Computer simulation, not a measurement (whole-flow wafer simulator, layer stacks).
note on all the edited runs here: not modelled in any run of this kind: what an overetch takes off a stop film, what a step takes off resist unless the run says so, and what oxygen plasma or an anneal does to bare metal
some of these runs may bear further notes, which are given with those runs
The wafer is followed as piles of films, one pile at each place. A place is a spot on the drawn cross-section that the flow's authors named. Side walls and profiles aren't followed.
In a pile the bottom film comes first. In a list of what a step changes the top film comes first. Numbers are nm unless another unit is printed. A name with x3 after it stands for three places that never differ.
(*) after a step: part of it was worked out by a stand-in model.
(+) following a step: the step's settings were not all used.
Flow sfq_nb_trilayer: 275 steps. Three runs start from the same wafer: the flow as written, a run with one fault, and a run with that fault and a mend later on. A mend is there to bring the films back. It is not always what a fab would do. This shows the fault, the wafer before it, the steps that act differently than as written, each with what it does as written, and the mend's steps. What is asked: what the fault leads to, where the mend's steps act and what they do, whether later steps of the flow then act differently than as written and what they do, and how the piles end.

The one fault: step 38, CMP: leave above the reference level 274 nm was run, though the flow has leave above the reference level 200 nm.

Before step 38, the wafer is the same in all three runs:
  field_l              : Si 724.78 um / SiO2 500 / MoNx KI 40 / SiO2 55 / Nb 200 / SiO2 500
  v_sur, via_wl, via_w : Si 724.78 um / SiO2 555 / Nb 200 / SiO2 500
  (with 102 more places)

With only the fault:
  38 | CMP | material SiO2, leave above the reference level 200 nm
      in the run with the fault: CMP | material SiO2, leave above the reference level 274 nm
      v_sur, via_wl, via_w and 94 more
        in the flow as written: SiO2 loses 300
        in the run with the fault: SiO2 loses 226
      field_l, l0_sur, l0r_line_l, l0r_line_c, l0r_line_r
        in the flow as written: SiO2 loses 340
        in the run with the fault: SiO2 loses 266
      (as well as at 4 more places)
  Steps further on in the flow that do not act as written (4 other steps are not shown; they differ only slightly, by no more than 2% or 0.5 nm, whichever is larger):
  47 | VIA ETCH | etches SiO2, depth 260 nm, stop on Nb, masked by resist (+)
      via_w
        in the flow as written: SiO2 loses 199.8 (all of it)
        in the run with the fault: SiO2 loses 260
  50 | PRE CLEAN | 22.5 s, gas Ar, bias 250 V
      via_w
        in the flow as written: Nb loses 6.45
        in the run with the fault: SiO2 loses 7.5
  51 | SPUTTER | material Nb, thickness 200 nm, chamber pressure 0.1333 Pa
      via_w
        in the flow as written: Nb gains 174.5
        in the run with the fault: Nb gains 163.1 (new film)
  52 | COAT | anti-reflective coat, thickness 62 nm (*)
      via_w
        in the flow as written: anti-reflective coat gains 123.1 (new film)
        in the run with the fault: anti-reflective coat gains 136.1 (new film)
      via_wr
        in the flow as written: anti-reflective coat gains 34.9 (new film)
        in the run with the fault: anti-reflective coat gains 33.2 (new film)
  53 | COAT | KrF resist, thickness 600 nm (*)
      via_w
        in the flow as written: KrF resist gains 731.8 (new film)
        in the run with the fault: KrF resist gains 781.6 (new film)
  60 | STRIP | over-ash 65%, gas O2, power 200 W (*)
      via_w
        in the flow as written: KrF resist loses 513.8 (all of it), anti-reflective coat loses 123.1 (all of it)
        in the run with the fault: KrF resist loses 563.6 (all of it), anti-reflective coat loses 136.1 (all of it)
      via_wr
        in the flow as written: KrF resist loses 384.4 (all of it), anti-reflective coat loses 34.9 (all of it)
        in the run with the fault: KrF resist loses 378.6 (all of it), anti-reflective coat loses 33.2 (all of it)
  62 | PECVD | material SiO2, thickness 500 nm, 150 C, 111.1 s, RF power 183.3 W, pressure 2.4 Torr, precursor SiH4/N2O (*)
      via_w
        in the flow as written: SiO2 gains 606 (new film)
        in the run with the fault: SiO2 gains 678.7 (new film)
  The piles end different from the flow's at field_l, v_sur, via_wl and 103 more by more than 2% or 0.5 nm, whichever is larger.
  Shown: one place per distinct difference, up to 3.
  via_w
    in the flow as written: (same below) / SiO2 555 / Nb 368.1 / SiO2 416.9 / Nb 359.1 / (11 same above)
    in the run with the fault: (same below) / SiO2 555 / Nb 200 / SiO2 6.34 / Nb 163.1 / SiO2 489.6 / Nb 359.1 / (11 same above)
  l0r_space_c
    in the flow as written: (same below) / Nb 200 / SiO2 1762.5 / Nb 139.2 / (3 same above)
    in the run with the fault: (same below) / Nb 200 / SiO2 1836.5 / Nb 139.2 / (3 same above)
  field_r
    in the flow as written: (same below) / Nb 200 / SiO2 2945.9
    in the run with the fault: (same below) / Nb 200 / SiO2 3019.9

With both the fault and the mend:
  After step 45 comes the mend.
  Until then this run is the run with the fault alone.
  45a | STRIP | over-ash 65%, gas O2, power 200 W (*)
      field_l, v_sur, via_wl and 102 more
        KrF resist loses 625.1 (all of it), anti-reflective coat loses 62 (all of it)
      via_w
        anti-reflective coat loses 62 (all of it)
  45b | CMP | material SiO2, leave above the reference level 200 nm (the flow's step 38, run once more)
      field_l, v_sur, via_wl and 103 more
        SiO2 loses 74
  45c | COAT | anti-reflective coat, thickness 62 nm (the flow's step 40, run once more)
      field_l, v_sur, via_wl and 103 more
        anti-reflective coat gains 62 (new film)
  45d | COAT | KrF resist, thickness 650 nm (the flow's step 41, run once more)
      field_l, v_sur, via_wl and 103 more
        KrF resist gains 650 (new film)
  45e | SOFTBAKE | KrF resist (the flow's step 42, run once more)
      does not change any film at any place that is followed
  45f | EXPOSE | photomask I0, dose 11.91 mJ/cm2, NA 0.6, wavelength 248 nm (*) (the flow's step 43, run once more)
      does not change any film at any place that is followed
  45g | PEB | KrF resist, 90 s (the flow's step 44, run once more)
      field_l, v_sur, via_wl and 103 more
        KrF resist loses 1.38
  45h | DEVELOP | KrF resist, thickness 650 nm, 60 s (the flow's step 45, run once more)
      field_l, v_sur, via_wl and 102 more
        KrF resist loses 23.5
      via_w
        KrF resist loses 648.6 (all of it)
  Every later step of the flow that is run acts as written at every place that is followed.
  The piles end the same as the flow's at every place that both follow.
